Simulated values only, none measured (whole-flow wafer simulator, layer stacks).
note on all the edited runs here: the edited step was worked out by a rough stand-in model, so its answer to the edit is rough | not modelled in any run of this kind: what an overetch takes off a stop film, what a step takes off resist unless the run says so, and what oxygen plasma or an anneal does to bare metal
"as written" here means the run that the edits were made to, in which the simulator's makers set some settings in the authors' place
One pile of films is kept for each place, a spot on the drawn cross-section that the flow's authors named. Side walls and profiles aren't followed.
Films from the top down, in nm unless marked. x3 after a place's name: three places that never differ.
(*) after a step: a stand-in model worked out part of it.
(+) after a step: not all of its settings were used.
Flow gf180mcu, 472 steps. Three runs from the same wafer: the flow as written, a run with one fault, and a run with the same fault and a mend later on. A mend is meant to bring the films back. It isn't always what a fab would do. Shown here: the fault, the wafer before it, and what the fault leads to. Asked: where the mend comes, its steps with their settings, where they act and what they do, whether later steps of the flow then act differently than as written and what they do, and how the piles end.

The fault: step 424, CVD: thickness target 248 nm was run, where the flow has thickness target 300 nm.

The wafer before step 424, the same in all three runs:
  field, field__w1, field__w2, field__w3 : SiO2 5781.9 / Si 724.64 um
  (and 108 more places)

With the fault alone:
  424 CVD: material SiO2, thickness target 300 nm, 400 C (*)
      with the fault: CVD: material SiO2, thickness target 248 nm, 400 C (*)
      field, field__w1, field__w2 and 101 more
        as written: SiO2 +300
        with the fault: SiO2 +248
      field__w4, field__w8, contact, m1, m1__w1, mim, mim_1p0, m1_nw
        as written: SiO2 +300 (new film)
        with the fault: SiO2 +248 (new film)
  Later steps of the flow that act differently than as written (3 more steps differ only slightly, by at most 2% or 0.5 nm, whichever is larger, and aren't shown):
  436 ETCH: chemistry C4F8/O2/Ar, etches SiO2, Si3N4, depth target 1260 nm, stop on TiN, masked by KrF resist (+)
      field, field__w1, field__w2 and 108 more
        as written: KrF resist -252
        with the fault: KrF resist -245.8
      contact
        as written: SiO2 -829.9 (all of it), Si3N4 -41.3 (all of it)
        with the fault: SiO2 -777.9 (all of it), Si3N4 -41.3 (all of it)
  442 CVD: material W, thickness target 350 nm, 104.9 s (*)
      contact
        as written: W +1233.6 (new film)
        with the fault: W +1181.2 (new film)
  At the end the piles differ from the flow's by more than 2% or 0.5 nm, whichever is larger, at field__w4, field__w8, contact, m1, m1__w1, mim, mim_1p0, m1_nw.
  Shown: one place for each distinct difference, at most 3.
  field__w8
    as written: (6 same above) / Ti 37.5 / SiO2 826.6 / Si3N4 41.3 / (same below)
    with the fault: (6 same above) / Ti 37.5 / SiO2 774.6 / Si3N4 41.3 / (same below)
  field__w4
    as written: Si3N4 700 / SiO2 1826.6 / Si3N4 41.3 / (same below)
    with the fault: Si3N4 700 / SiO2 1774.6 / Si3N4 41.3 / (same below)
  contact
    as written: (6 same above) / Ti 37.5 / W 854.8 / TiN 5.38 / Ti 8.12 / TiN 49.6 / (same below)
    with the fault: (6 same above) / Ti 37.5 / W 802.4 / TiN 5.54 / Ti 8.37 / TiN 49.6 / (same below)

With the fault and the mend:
  The mend comes after step 424.
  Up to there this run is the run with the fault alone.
  424a CVD: material SiO2, thickness target 52 nm, 400 C (*) (the flow's step 424 once more, with other settings)
      field, field__w1, field__w2 and 109 more
        SiO2 +52
  No later step of the flow acts differently than as written at any place that is followed.
  At the end the piles are the same as the flow's at every place that both follow.
